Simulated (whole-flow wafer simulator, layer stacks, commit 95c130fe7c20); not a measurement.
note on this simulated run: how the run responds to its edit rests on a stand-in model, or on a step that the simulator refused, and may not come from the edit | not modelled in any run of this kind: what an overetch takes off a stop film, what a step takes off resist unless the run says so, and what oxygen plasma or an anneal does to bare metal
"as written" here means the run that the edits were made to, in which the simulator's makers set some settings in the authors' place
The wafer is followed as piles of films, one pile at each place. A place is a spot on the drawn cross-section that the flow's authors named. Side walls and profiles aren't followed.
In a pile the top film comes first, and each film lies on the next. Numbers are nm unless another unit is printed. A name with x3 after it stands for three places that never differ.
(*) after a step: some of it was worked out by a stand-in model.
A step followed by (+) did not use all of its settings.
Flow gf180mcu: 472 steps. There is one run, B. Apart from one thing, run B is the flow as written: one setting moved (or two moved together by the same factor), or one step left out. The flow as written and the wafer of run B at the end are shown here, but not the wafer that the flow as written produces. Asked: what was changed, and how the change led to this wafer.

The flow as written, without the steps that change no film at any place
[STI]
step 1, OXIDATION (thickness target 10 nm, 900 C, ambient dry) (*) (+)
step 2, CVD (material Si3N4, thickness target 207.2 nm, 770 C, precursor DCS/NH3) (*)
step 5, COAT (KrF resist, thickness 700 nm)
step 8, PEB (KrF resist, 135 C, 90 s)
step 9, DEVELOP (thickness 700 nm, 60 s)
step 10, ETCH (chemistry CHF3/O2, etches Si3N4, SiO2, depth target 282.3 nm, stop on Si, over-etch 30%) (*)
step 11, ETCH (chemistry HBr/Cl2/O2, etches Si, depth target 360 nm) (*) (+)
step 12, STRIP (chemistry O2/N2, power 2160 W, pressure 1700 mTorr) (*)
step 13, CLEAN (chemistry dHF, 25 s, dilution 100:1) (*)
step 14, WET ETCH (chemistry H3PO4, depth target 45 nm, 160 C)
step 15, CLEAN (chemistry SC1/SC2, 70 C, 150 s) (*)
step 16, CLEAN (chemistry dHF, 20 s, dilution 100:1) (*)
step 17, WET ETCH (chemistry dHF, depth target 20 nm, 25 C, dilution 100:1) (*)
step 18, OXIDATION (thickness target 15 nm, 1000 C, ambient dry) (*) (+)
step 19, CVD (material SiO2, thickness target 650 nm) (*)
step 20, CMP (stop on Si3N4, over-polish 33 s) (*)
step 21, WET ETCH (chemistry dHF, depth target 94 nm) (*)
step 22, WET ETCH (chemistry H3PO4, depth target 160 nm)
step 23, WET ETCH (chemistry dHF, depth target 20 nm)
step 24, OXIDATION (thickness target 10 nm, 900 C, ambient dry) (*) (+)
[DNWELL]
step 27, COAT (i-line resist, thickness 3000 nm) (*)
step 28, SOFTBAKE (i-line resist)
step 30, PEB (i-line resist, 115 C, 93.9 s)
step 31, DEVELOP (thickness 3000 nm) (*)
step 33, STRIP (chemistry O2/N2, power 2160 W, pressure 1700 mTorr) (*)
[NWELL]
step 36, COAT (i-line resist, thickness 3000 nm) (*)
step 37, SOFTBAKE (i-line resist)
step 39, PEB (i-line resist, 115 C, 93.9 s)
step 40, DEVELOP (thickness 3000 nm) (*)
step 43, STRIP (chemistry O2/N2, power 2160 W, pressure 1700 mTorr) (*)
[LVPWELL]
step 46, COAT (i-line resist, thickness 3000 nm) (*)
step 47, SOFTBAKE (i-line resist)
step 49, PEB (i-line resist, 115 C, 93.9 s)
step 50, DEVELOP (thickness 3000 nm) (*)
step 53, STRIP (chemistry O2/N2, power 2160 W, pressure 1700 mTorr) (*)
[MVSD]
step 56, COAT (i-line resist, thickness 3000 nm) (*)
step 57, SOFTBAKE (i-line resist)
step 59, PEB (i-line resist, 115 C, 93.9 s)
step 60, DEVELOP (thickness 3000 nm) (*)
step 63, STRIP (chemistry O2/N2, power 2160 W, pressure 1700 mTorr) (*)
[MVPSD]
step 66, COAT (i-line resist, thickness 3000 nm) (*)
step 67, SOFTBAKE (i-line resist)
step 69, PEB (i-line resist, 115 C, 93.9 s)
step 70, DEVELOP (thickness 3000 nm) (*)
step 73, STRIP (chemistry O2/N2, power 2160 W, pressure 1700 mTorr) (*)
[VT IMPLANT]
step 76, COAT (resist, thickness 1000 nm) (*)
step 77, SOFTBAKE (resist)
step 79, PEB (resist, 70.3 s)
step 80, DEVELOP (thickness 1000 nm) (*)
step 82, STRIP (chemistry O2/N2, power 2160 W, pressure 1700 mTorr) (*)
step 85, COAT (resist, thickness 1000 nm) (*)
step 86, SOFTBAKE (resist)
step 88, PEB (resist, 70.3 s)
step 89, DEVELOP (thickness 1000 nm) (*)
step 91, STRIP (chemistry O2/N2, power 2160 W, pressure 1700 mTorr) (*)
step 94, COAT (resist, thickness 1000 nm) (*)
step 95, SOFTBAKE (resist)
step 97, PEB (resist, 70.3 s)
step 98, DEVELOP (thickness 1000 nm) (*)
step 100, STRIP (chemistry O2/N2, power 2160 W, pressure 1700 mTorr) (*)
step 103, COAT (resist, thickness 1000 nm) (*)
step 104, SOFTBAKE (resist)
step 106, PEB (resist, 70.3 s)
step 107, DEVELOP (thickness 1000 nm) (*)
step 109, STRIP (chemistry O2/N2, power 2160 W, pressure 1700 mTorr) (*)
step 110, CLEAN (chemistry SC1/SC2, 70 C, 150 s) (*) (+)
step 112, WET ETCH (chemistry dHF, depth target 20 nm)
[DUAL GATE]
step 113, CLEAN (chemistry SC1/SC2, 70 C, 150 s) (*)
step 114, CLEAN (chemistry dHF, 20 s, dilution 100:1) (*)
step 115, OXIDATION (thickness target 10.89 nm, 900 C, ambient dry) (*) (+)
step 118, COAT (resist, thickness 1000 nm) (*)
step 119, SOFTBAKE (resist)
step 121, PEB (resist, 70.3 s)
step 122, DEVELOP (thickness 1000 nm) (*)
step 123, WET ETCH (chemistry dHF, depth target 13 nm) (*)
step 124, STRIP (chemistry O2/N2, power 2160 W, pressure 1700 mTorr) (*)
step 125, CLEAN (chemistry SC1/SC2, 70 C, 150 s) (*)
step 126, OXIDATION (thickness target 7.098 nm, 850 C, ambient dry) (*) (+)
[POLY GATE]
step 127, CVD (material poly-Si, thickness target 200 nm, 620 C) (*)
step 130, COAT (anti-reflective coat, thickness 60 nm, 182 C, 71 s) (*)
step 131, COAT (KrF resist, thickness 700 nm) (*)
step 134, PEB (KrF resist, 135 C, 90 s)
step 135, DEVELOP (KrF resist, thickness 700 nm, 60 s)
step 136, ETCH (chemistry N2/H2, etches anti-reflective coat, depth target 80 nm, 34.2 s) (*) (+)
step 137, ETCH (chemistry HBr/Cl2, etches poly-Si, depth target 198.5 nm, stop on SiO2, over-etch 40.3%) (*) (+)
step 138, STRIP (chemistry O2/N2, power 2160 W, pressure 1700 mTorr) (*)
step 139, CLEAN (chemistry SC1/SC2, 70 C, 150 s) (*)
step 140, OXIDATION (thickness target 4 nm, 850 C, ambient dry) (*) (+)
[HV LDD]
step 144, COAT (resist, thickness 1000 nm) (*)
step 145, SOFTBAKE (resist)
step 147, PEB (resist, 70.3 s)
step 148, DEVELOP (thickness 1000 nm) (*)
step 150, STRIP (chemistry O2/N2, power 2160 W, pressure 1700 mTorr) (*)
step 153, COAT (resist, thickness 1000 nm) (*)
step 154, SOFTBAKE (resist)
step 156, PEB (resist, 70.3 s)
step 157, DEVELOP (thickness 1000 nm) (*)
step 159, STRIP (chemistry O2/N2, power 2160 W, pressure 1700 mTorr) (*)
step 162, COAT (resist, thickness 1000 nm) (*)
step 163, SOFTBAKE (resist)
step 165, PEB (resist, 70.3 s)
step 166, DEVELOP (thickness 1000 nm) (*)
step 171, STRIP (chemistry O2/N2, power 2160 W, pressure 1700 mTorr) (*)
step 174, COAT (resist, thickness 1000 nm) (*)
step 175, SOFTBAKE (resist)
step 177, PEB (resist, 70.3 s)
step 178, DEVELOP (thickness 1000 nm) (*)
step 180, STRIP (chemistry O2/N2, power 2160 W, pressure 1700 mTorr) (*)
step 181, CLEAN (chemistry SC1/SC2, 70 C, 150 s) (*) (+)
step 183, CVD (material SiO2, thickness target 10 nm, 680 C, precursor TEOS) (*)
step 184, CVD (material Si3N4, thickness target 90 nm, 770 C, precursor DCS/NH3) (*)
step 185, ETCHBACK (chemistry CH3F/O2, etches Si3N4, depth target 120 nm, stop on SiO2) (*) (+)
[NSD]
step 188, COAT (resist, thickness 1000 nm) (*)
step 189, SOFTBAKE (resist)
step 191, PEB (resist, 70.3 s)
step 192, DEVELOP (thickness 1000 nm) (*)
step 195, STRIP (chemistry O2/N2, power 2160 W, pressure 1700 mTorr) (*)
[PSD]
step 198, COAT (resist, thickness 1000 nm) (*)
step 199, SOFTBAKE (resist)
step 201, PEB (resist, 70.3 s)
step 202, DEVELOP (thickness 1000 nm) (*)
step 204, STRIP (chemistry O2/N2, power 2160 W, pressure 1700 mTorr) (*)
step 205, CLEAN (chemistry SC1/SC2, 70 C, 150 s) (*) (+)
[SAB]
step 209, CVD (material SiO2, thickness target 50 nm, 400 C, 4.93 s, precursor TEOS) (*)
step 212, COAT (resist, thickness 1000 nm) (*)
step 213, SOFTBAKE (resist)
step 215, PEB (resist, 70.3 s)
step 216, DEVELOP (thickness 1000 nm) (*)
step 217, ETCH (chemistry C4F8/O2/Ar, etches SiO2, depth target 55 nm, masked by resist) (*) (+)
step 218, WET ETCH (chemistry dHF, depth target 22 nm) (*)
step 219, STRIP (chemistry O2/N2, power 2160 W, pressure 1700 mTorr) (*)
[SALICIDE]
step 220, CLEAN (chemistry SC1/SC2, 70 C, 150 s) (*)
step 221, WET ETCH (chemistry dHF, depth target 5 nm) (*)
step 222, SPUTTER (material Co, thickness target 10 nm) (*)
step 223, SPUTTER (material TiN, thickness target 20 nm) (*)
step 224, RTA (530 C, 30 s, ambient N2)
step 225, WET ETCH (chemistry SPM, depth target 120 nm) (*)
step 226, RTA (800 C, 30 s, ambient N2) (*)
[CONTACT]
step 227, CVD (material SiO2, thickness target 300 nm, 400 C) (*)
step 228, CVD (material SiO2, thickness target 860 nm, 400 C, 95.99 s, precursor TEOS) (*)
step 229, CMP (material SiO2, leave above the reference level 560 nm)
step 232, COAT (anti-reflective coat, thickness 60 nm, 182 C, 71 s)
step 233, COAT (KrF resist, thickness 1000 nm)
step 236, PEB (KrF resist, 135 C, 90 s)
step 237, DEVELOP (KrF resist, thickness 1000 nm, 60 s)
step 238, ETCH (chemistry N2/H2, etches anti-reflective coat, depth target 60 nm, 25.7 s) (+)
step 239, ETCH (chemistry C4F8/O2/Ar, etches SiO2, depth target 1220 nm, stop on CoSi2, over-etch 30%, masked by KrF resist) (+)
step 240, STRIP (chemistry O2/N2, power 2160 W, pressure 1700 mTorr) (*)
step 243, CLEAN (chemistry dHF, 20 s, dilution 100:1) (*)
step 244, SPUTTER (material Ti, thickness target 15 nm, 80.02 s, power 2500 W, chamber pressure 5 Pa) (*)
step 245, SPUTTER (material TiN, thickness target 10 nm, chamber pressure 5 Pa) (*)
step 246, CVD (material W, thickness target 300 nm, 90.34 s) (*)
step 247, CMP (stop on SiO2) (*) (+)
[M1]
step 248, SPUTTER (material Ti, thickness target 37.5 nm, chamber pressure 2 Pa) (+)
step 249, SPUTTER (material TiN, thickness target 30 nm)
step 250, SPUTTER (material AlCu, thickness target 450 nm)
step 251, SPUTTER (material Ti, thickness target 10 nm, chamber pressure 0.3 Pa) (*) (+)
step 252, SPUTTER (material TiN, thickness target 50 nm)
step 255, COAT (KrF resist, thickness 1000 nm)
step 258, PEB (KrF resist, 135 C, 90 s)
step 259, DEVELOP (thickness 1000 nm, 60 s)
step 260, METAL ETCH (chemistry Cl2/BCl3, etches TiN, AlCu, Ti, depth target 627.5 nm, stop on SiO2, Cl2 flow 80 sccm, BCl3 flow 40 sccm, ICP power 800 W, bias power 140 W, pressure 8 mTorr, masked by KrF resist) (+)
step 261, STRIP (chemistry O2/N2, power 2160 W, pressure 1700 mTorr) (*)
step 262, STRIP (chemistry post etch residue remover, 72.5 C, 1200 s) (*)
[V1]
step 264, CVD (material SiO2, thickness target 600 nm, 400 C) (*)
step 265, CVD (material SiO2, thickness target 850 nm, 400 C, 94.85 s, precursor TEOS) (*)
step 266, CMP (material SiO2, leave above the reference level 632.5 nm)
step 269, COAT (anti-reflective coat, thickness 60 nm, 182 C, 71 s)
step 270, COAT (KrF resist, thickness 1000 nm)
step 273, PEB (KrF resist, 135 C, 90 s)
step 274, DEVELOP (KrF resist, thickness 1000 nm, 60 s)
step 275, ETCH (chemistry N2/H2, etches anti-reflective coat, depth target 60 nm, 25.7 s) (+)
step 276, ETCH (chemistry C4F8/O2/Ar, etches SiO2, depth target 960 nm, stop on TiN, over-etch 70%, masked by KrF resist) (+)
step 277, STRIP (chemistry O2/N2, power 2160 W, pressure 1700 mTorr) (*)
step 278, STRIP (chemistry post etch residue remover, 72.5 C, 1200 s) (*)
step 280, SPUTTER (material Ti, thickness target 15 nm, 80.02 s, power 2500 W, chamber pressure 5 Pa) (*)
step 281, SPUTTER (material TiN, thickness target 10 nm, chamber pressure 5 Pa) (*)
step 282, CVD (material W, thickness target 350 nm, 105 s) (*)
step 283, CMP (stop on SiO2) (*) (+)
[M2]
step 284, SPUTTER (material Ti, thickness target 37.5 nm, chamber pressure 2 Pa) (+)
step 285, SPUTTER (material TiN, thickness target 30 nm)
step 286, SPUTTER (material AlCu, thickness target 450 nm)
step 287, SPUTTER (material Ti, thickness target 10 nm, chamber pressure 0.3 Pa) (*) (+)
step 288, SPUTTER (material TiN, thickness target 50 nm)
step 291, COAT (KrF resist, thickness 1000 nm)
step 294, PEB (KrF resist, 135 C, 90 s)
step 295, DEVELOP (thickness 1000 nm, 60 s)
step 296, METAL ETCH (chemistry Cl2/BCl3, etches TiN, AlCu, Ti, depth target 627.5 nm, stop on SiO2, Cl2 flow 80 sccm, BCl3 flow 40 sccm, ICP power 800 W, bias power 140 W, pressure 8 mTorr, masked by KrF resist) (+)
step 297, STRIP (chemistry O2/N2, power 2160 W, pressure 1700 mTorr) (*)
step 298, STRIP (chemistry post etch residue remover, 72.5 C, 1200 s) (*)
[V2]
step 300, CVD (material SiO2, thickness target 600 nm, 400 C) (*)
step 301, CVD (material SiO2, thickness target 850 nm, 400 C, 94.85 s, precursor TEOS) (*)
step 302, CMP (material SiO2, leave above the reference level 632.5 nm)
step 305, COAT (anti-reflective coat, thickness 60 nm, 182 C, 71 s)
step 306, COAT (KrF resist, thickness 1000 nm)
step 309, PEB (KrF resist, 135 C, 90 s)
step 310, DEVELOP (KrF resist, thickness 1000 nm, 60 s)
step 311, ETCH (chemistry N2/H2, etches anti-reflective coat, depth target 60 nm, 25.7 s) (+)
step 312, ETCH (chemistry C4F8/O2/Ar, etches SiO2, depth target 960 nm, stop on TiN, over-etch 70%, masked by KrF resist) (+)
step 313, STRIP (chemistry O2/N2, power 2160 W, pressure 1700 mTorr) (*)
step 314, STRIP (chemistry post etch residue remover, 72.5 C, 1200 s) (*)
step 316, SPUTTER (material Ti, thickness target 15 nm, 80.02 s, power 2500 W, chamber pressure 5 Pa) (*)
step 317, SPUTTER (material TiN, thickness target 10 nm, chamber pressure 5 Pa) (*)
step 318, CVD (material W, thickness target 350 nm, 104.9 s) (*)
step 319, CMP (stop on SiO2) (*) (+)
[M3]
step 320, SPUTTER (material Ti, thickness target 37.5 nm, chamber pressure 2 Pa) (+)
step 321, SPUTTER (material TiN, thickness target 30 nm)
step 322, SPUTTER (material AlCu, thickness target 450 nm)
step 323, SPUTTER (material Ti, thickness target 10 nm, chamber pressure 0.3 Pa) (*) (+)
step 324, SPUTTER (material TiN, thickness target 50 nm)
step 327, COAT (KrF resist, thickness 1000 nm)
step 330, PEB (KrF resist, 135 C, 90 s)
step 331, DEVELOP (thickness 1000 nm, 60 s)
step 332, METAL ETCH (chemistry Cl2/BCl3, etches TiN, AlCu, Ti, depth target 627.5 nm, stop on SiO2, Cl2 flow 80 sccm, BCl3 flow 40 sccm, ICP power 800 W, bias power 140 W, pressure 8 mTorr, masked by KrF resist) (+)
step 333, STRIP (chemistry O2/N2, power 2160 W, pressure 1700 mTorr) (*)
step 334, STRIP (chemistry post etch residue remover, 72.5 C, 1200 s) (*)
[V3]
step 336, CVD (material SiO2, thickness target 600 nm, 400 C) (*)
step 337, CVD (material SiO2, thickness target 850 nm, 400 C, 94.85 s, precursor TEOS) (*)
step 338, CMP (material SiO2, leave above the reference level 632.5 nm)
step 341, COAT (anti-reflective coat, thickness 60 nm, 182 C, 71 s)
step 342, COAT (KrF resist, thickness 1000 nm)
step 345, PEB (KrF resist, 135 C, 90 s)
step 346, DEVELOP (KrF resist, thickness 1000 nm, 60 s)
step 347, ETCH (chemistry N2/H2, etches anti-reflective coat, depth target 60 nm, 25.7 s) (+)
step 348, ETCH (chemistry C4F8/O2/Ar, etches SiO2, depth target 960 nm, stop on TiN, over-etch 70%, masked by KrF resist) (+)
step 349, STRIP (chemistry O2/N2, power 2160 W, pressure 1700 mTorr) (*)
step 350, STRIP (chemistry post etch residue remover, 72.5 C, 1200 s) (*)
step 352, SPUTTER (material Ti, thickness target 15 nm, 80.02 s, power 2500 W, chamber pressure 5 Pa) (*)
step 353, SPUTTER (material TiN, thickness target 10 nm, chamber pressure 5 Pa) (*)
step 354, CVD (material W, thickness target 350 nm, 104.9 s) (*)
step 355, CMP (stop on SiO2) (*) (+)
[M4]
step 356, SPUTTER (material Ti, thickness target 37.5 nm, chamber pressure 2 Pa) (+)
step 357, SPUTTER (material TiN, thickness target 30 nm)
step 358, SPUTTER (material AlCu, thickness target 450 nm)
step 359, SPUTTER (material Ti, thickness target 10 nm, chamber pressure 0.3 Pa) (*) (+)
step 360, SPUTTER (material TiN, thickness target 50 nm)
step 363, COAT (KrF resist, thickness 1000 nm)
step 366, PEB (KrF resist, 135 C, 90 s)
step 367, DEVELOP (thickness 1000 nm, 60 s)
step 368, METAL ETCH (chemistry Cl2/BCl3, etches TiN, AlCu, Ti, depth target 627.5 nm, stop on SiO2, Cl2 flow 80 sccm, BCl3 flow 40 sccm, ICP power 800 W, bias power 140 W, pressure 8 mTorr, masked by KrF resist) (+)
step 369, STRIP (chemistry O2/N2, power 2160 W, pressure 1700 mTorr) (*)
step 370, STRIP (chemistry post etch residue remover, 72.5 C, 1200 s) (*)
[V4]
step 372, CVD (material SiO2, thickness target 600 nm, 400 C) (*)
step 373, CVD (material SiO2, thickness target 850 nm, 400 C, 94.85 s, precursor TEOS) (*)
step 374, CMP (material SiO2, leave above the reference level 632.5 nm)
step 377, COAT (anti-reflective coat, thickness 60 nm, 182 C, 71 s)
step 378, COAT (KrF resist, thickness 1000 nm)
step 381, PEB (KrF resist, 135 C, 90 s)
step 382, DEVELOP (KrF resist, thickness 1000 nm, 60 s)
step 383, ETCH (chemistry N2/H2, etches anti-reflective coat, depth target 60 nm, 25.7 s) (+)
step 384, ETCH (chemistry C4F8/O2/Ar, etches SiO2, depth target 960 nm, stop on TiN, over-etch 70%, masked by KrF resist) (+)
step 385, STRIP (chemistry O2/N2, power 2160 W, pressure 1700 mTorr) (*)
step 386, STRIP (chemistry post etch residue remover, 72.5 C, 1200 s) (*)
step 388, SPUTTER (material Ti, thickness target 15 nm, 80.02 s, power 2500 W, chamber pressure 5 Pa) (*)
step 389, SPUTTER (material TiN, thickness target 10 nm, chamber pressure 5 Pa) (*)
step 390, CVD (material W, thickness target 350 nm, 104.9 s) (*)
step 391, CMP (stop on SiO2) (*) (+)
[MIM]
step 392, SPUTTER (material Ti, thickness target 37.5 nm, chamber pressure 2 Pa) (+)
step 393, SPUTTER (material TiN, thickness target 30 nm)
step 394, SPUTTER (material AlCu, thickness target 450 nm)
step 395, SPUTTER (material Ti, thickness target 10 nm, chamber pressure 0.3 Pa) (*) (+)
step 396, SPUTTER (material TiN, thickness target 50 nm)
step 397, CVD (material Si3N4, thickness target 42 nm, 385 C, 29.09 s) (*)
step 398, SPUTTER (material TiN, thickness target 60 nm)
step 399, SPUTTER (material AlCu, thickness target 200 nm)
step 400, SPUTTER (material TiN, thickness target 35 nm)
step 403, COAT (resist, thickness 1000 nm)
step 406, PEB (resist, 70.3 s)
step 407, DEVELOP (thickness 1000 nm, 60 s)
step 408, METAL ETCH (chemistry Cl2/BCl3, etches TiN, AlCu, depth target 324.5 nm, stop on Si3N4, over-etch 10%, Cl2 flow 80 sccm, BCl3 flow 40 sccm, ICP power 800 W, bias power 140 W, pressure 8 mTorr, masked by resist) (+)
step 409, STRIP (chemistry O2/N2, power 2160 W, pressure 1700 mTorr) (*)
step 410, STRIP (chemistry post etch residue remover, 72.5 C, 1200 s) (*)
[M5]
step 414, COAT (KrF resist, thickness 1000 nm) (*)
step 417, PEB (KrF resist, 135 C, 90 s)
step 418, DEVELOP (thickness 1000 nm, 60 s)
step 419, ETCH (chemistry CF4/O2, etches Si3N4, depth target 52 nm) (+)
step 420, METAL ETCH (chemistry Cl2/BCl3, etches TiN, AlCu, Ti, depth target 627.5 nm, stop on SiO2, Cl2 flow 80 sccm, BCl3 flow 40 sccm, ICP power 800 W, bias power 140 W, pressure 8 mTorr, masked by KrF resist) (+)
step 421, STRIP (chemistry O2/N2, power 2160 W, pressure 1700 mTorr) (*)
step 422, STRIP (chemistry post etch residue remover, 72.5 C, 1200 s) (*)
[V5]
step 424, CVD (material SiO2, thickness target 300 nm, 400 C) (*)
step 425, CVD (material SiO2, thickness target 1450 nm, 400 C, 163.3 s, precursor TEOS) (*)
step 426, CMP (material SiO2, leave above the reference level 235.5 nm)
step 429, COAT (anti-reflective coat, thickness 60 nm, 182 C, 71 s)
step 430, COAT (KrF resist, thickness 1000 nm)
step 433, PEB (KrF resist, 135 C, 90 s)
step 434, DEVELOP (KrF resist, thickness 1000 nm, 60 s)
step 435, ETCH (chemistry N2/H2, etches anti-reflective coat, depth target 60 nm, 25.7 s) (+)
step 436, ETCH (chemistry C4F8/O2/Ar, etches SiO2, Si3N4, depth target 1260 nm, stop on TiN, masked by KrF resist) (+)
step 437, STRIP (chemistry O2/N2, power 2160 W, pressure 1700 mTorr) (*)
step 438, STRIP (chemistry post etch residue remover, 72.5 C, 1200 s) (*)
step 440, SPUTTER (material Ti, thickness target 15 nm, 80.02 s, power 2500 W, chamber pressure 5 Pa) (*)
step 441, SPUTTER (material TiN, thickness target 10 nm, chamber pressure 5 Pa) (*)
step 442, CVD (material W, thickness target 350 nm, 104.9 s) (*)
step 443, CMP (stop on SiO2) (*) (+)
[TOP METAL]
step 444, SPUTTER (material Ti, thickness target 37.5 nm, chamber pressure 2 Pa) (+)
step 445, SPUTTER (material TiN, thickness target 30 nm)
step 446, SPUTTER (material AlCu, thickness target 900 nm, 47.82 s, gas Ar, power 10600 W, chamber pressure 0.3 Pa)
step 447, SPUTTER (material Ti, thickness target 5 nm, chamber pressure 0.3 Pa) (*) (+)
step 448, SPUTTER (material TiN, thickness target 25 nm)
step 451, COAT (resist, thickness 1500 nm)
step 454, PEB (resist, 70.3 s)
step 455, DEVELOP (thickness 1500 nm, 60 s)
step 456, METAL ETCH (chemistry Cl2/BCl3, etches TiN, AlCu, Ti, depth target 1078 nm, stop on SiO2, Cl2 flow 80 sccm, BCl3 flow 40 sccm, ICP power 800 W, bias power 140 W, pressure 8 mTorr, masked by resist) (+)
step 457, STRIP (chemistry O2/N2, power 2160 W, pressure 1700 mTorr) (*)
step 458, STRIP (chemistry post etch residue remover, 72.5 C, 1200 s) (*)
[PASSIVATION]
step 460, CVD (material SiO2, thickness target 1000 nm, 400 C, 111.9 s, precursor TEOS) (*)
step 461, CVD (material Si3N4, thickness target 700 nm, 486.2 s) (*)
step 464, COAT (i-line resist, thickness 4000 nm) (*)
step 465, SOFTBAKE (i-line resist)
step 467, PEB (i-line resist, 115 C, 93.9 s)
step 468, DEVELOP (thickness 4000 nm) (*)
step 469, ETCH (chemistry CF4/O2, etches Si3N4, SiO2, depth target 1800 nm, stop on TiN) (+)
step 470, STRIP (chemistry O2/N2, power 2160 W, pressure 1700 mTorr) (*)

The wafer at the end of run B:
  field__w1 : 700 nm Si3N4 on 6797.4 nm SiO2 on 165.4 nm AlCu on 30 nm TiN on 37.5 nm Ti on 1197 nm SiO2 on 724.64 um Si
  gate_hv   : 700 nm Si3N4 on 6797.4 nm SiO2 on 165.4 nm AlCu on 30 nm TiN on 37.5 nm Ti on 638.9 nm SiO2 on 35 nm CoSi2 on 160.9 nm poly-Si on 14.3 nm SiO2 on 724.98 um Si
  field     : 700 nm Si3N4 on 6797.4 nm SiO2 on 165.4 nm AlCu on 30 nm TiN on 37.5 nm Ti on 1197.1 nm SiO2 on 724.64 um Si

What caused this: step 260, METAL ETCH: depth target 338.9 nm was run, while the flow as written has depth target 627.5 nm.

The path from the change to this, step by step:
  step 260, METAL ETCH (chemistry Cl2/BCl3, etches TiN, AlCu, Ti, depth target 627.5 nm, stop on SiO2, Cl2 flow 80 sccm, BCl3 flow 40 sccm, ICP power 800 W, bias power 140 W, pressure 8 mTorr, masked by KrF resist) (+)
      field, field__w1, field__w2 and 99 more: -50 TiN (all of it), -10 Ti (all of it), -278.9 AlCu (in the flow as written it would be: -50 TiN (all of it), -10 Ti (all of it), -450 AlCu (all of it), -30 TiN (all of it), -37.5 Ti (all of it))
      field__w8, contact, m1 and 6 more: -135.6 KrF resist (in the flow as written it would be: -251 KrF resist)
  step 261, STRIP (chemistry O2/N2, power 2160 W, pressure 1700 mTorr) (*)
      field__w8, contact, m1 and 6 more: -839 KrF resist (all of it) (in the flow as written it would be: -723.5 KrF resist (all of it))
  step 262, STRIP (chemistry post etch residue remover, 72.5 C, 1200 s) (*)
      field, field__w1, field__w2 and 99 more: -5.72 AlCu (in the flow as written it would be: nothing)
  step 264, CVD (material SiO2, thickness target 600 nm, 400 C) (*)
      field, field__w1, field__w2 and 99 more: +600 SiO2 (new film) (in the flow as written it would be: +600 SiO2)
  step 266, CMP (material SiO2, leave above the reference level 632.5 nm)
      field, field__w1, field__w2 and 99 more: -532.9 SiO2 (in the flow as written it would be: -300 SiO2)
If metal films that touch count as one body, field__w1 has 1 body; the flow as written gives 0 bodies.
If metal films that touch count as one body, gate_hv has 2 bodies (between them, from the top down: SiO2 638.9); the flow as written gives 1 body.
If metal films that touch count as one body, field has 1 body; the flow as written gives 0 bodies.
